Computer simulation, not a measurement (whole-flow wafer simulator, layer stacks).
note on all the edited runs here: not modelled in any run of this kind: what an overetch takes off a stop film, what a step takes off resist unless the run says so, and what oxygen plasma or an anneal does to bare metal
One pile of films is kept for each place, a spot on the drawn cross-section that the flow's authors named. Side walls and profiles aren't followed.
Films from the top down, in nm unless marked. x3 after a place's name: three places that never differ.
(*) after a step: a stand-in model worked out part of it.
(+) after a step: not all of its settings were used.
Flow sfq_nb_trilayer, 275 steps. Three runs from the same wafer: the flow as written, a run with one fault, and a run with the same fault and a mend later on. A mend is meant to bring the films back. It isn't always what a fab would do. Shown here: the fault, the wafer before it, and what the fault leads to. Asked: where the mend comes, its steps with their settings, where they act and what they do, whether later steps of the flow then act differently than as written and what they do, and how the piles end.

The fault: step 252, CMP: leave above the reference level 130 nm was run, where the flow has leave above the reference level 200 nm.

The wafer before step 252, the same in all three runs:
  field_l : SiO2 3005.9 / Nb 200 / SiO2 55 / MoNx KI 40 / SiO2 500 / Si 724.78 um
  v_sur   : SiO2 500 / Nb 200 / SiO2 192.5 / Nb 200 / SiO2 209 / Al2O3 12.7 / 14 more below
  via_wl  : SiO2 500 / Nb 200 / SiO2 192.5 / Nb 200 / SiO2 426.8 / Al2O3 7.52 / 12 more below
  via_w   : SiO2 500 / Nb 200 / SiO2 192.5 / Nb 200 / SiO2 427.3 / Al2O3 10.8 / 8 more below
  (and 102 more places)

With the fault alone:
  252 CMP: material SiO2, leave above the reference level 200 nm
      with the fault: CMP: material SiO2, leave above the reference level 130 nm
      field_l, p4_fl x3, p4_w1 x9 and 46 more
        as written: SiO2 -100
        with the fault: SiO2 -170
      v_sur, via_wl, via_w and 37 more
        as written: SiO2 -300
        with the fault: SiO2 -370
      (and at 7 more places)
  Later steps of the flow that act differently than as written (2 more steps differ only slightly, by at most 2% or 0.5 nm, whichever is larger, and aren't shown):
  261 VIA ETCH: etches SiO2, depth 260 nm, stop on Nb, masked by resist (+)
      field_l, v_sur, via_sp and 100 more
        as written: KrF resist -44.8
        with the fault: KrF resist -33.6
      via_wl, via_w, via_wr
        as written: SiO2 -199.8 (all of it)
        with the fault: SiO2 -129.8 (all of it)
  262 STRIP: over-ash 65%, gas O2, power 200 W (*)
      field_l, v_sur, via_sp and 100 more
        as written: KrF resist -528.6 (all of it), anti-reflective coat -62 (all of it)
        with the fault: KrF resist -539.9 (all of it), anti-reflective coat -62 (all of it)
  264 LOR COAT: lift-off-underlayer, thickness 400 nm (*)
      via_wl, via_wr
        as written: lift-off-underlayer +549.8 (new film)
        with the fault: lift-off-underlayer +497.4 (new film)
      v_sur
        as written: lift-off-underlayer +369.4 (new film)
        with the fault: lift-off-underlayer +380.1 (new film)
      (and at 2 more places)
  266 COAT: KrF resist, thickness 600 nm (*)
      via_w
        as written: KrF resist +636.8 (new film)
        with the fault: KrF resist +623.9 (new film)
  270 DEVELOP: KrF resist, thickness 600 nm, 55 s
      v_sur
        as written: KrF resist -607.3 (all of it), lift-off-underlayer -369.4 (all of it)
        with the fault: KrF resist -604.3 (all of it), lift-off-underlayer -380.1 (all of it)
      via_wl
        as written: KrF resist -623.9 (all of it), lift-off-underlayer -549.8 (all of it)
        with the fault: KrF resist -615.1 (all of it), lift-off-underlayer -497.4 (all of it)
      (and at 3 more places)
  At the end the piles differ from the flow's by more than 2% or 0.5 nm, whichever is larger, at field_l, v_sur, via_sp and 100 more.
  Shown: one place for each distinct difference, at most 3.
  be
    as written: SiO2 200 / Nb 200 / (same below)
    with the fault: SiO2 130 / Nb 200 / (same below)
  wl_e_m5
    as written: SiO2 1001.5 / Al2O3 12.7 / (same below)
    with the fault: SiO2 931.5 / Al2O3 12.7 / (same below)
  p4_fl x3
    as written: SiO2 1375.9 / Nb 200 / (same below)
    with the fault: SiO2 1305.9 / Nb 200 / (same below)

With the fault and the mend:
  The mend comes after step 253.
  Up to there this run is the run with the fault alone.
  253a PECVD: material SiO2, thickness 70 nm, 150 C, 15.56 s, RF power 183.3 W, pressure 2.4 Torr, precursor SiH4/N2O (the flow's step 251 once more, with other settings)
      field_l, v_sur, via_wl and 103 more
        SiO2 +70
  No later step of the flow acts differently than as written at any place that is followed.
  At the end the piles are the same as the flow's at every place that both follow.
